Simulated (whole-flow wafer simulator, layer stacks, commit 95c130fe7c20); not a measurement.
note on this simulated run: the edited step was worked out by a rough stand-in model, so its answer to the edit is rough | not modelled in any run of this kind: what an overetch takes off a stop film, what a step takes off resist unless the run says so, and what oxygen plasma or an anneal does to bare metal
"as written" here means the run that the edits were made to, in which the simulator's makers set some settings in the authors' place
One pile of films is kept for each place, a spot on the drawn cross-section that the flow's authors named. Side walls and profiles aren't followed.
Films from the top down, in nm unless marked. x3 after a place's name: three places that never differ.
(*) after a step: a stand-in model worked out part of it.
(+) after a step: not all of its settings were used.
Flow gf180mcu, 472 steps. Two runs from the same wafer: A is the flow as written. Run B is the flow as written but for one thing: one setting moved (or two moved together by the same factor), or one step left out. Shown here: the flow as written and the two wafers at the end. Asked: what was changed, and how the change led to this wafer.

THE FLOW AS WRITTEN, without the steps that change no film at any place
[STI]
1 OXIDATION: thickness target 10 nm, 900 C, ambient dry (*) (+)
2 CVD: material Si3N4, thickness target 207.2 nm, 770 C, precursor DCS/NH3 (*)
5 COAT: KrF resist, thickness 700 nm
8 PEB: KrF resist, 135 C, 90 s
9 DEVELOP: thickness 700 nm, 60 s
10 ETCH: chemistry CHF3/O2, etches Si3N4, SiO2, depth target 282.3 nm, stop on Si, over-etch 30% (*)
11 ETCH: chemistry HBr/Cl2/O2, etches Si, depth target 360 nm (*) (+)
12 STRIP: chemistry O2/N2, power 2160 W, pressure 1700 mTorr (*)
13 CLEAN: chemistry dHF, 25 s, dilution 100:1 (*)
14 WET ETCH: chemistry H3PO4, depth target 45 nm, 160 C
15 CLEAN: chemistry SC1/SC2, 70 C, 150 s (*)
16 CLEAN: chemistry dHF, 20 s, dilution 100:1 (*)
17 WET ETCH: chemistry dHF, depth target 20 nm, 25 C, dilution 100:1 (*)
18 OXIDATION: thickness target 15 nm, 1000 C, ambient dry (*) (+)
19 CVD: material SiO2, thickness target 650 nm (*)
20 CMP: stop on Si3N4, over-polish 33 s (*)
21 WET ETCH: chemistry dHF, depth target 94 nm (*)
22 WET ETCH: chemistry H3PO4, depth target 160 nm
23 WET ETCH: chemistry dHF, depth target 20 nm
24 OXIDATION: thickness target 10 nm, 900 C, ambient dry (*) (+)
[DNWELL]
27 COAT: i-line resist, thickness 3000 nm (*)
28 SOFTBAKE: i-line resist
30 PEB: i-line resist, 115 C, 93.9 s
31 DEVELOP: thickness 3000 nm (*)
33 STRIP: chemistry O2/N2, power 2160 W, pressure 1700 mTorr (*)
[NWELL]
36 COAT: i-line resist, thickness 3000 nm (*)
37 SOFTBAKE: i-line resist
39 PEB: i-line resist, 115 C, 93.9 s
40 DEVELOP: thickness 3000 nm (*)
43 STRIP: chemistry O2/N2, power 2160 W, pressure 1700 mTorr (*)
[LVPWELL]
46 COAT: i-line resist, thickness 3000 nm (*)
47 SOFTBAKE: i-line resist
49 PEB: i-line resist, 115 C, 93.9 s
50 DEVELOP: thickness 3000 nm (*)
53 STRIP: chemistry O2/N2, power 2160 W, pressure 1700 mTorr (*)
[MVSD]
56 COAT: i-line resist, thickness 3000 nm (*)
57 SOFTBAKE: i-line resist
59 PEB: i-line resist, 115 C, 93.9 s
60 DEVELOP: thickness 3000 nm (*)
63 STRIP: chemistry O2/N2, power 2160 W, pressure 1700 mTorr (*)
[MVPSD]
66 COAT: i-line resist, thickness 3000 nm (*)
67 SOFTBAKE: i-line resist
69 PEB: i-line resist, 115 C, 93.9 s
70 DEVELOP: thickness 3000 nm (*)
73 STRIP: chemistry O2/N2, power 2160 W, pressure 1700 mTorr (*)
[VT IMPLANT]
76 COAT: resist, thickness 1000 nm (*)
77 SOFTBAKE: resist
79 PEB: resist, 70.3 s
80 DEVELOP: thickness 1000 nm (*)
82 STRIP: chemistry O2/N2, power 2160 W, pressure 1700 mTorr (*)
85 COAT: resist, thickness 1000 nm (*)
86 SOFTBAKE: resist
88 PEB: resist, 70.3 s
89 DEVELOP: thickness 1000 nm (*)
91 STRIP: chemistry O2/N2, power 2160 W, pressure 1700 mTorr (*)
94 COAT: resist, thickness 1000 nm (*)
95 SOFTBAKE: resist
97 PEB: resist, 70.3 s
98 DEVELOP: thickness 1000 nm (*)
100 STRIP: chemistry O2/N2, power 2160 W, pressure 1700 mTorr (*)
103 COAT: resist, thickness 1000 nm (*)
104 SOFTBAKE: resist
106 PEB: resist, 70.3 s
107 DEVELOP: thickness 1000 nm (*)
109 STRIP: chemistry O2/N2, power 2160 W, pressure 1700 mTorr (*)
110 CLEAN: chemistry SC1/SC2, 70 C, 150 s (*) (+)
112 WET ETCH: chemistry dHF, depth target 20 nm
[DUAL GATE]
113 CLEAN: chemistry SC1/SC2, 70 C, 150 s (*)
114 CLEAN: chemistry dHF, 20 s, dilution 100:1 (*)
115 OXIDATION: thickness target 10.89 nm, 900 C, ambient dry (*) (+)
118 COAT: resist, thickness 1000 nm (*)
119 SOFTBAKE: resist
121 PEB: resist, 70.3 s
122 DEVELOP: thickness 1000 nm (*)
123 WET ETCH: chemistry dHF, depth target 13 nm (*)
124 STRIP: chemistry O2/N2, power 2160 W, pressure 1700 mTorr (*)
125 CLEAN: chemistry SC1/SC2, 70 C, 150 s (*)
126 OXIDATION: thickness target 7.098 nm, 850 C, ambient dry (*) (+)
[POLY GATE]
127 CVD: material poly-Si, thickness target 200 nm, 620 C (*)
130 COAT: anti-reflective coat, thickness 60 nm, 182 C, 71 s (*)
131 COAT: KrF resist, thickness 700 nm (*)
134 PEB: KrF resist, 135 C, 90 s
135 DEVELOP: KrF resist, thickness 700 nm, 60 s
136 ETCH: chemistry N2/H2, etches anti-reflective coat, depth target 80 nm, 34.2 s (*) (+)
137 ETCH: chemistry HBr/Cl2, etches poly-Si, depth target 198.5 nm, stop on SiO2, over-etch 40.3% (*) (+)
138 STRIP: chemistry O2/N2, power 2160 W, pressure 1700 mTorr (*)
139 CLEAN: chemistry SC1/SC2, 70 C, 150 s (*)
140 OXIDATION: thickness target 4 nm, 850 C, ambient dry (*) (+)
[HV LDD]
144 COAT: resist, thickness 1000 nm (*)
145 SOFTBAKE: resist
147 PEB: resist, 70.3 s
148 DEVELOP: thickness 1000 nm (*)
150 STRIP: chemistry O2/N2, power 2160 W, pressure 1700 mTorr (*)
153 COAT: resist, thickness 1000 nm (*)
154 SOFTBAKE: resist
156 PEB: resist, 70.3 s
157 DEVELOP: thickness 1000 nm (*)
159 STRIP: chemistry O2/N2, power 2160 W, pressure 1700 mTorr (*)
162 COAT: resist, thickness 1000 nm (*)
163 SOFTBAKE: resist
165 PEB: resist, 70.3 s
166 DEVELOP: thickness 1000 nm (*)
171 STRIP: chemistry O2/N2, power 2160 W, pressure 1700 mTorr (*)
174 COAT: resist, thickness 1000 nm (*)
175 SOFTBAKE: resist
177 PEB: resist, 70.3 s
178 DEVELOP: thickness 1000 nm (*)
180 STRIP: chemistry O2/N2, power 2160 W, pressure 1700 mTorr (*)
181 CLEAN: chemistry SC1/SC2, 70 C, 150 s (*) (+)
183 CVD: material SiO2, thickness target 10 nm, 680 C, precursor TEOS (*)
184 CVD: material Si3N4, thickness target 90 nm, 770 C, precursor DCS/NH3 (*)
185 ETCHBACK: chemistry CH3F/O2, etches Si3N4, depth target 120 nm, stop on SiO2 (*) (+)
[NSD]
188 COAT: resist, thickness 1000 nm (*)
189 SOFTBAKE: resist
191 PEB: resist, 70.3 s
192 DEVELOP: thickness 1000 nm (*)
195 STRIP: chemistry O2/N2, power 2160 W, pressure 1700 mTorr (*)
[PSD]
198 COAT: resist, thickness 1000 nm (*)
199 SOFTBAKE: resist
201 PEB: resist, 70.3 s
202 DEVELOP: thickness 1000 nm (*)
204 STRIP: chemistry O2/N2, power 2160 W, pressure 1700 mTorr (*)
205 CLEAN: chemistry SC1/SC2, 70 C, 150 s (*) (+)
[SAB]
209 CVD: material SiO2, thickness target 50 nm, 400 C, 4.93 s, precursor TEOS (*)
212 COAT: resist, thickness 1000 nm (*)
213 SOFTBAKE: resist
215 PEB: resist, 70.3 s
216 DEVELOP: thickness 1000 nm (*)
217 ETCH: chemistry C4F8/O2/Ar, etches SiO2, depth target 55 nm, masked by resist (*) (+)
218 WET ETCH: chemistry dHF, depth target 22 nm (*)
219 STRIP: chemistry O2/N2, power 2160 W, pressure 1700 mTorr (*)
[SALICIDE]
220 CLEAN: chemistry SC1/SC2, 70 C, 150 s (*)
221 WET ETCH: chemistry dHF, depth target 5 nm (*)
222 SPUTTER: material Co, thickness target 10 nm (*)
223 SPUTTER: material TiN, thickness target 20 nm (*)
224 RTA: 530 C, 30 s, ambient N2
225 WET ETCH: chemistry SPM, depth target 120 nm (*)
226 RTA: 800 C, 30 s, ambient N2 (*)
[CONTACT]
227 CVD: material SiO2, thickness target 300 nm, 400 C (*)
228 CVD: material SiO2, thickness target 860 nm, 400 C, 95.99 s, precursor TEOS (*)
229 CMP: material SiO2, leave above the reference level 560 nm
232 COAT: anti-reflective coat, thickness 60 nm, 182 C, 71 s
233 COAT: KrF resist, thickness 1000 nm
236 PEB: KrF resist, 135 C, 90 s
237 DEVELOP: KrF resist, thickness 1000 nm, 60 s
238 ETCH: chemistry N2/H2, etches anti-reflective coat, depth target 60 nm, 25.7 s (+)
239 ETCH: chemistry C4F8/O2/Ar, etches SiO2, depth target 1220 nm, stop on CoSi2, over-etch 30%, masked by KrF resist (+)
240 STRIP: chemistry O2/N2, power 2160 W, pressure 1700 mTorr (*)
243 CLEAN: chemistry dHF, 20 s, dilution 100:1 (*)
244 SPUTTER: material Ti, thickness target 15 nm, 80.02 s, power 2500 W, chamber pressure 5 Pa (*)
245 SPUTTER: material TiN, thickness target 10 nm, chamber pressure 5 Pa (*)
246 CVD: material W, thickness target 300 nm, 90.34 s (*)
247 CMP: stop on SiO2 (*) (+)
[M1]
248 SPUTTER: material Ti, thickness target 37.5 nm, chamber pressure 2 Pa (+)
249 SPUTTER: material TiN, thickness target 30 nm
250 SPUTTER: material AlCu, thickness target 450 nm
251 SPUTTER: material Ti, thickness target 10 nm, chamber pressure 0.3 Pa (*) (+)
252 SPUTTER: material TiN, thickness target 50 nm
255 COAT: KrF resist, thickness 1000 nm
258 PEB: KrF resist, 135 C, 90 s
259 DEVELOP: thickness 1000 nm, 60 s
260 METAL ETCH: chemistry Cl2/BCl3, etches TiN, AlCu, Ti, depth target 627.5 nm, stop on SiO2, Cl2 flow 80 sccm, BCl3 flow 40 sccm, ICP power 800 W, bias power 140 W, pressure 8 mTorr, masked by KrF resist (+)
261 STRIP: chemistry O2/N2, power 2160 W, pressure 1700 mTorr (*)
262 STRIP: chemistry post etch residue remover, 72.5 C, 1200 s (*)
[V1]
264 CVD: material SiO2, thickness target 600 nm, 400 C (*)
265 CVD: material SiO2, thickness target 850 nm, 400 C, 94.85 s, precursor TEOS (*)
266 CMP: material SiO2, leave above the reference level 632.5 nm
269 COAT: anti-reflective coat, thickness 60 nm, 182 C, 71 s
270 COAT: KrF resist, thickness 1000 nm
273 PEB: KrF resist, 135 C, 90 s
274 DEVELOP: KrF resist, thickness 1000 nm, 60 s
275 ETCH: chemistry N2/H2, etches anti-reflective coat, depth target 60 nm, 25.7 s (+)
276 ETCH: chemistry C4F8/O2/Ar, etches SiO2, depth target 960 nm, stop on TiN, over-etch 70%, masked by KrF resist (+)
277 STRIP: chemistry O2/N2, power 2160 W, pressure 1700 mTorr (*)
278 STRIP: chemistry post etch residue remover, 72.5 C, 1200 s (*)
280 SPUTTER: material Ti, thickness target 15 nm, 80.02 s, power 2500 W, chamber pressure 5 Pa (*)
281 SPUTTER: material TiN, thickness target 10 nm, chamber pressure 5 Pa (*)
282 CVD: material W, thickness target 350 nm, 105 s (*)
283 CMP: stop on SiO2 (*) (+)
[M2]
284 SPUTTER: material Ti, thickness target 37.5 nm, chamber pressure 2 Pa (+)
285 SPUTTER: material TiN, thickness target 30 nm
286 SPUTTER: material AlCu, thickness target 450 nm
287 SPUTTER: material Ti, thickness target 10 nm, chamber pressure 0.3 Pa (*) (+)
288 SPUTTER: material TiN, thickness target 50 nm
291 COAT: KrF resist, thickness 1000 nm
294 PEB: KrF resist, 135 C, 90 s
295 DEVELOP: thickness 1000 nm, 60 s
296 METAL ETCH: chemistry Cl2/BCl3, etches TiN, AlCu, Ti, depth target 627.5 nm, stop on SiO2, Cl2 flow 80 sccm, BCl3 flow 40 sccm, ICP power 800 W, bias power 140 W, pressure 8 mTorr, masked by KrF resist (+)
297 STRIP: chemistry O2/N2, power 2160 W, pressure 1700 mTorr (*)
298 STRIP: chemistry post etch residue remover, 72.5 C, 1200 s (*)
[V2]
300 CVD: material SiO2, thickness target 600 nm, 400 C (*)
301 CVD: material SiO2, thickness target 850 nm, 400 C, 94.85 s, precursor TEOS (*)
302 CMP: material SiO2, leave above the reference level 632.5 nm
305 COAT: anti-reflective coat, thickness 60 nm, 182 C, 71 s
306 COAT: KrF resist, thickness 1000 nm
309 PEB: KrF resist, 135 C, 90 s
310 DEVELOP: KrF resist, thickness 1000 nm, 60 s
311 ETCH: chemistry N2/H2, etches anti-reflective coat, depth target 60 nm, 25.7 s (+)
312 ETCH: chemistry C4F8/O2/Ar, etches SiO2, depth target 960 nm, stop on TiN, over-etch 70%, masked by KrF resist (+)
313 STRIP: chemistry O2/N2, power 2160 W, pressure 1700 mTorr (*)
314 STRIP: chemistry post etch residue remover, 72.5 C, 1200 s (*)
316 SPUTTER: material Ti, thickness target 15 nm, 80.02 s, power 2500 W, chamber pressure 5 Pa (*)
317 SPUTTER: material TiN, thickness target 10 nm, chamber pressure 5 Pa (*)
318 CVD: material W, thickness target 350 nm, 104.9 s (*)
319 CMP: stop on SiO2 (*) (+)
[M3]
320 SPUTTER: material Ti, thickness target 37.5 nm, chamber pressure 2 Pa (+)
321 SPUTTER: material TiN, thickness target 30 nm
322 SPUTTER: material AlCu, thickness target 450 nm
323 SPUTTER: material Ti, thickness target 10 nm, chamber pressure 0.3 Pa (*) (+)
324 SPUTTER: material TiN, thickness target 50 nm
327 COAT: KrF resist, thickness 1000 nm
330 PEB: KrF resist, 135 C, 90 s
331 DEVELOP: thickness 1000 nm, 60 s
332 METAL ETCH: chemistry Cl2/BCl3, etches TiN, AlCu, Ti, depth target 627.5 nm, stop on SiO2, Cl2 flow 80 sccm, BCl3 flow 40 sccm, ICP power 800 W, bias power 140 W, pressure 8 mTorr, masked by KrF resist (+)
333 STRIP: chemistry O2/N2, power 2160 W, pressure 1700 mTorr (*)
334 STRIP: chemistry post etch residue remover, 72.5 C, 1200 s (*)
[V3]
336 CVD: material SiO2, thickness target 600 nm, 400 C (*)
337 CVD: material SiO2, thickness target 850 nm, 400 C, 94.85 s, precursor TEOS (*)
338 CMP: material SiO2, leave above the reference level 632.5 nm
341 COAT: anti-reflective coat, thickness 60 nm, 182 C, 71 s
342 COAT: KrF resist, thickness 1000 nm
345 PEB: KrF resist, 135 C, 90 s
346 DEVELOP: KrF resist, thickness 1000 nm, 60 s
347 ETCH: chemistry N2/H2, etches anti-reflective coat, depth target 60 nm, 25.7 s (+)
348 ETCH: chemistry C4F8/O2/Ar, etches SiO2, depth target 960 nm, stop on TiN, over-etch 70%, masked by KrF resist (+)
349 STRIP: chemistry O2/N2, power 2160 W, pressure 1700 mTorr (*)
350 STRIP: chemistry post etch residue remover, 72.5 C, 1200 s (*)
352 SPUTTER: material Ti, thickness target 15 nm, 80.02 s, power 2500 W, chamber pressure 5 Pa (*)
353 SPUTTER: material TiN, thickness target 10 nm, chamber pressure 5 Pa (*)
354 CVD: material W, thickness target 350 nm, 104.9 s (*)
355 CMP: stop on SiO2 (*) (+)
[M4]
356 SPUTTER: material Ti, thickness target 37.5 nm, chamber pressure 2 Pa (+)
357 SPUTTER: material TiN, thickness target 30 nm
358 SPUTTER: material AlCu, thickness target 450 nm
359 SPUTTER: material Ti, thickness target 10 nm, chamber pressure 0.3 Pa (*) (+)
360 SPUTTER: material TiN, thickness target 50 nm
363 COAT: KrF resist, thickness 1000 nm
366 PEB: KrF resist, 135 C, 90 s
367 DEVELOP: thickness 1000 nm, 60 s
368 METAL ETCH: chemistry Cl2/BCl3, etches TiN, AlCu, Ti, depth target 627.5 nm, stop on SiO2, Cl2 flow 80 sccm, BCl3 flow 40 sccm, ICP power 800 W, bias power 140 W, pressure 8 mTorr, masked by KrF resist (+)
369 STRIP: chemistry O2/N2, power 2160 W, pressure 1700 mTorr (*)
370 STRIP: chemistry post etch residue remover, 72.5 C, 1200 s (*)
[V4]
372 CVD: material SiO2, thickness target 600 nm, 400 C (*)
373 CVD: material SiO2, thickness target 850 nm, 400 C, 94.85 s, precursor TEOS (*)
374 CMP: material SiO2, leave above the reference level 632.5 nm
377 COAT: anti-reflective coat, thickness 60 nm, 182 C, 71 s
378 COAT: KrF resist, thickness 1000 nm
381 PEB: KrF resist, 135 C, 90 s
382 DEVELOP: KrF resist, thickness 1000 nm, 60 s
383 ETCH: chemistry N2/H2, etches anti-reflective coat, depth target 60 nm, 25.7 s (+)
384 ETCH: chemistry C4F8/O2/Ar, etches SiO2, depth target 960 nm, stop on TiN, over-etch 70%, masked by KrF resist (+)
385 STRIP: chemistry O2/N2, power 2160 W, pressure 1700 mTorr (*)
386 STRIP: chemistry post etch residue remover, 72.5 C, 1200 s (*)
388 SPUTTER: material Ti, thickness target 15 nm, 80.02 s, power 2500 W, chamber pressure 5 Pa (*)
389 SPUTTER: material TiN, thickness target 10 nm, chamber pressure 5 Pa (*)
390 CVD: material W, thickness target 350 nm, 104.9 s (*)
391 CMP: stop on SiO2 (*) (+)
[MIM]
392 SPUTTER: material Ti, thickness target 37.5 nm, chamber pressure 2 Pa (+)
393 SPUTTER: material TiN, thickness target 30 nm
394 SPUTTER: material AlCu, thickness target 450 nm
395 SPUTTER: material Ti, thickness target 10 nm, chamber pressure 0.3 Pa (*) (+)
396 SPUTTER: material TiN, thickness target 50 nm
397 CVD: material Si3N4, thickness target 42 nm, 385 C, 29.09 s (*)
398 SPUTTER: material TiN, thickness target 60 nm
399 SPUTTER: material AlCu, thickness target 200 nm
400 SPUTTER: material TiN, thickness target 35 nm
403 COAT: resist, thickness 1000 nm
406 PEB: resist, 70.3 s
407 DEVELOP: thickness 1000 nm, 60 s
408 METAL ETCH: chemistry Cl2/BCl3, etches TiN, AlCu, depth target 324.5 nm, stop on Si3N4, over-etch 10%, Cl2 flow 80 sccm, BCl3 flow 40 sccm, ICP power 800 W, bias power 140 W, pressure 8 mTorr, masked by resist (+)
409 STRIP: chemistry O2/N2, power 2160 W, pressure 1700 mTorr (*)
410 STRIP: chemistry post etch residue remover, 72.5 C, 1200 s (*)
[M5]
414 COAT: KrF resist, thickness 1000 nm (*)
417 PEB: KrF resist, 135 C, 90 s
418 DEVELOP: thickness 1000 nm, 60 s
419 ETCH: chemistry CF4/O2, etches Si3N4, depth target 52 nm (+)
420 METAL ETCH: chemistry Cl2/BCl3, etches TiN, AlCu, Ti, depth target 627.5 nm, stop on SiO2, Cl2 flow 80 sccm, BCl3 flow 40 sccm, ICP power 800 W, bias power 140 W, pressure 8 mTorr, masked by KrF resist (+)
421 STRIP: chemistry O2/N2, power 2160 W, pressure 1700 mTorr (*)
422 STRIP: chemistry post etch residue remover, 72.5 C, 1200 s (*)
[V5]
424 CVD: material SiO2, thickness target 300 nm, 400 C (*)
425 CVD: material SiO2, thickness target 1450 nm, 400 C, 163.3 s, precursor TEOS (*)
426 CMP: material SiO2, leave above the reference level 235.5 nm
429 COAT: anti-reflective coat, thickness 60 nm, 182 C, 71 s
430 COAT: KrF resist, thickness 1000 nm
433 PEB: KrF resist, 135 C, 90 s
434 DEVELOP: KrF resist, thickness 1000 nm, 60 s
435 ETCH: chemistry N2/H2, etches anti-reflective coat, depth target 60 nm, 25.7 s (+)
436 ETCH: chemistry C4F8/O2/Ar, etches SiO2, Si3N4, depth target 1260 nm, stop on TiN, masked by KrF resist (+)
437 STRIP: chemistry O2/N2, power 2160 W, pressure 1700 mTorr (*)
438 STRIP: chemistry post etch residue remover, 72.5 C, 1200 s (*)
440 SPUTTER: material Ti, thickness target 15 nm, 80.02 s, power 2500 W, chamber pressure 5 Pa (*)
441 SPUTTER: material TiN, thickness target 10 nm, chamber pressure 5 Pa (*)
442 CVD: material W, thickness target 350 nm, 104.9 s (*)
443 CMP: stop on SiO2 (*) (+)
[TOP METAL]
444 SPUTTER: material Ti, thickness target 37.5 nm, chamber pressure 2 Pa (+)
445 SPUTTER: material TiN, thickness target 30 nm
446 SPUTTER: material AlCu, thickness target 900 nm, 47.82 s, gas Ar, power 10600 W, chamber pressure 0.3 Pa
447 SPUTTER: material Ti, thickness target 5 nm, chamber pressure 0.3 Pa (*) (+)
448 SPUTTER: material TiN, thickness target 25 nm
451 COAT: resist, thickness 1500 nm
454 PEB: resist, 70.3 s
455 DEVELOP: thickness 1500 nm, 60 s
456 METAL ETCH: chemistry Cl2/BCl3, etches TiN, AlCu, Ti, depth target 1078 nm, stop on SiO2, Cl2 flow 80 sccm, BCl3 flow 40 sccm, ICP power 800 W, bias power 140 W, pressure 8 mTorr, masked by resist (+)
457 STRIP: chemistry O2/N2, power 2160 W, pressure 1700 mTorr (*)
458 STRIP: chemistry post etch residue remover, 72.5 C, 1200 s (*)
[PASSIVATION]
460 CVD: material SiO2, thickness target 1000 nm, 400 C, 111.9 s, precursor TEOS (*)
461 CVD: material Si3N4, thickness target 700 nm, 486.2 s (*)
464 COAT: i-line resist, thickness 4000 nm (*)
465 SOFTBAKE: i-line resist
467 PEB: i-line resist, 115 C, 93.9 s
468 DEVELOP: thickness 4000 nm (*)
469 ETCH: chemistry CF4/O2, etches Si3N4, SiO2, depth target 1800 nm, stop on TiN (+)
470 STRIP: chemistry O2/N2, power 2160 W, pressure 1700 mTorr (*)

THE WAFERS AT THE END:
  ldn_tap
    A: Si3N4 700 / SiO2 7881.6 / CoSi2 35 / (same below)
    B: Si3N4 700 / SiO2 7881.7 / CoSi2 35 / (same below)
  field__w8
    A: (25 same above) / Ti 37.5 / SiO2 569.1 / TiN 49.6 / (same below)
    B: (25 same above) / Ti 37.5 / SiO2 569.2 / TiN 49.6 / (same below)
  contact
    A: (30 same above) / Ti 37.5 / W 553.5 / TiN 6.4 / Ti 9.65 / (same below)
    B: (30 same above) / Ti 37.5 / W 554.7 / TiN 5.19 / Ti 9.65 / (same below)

The cause: step 317, SPUTTER: thickness target 8.1 nm was run, where the flow has thickness target 10 nm.

How the change led to this, step by step:
  317 SPUTTER: material TiN, thickness target 10 nm, chamber pressure 5 Pa (*)
      field, field__w1, field__w2 and 107 more: A TiN +10 (new film) | B TiN +8.1 (new film)
      contact: A TiN +6.4 (new film) | B TiN +5.19 (new film)
  319 CMP: stop on SiO2 (*) (+)
      field, field__w1, field__w2 and 107 more: A W -350 (all of it), TiN -10 (all of it), Ti -15 (all of it), SiO2 -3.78 | B W -350 (all of it), TiN -8.1 (all of it), Ti -15 (all of it), SiO2 -3.76
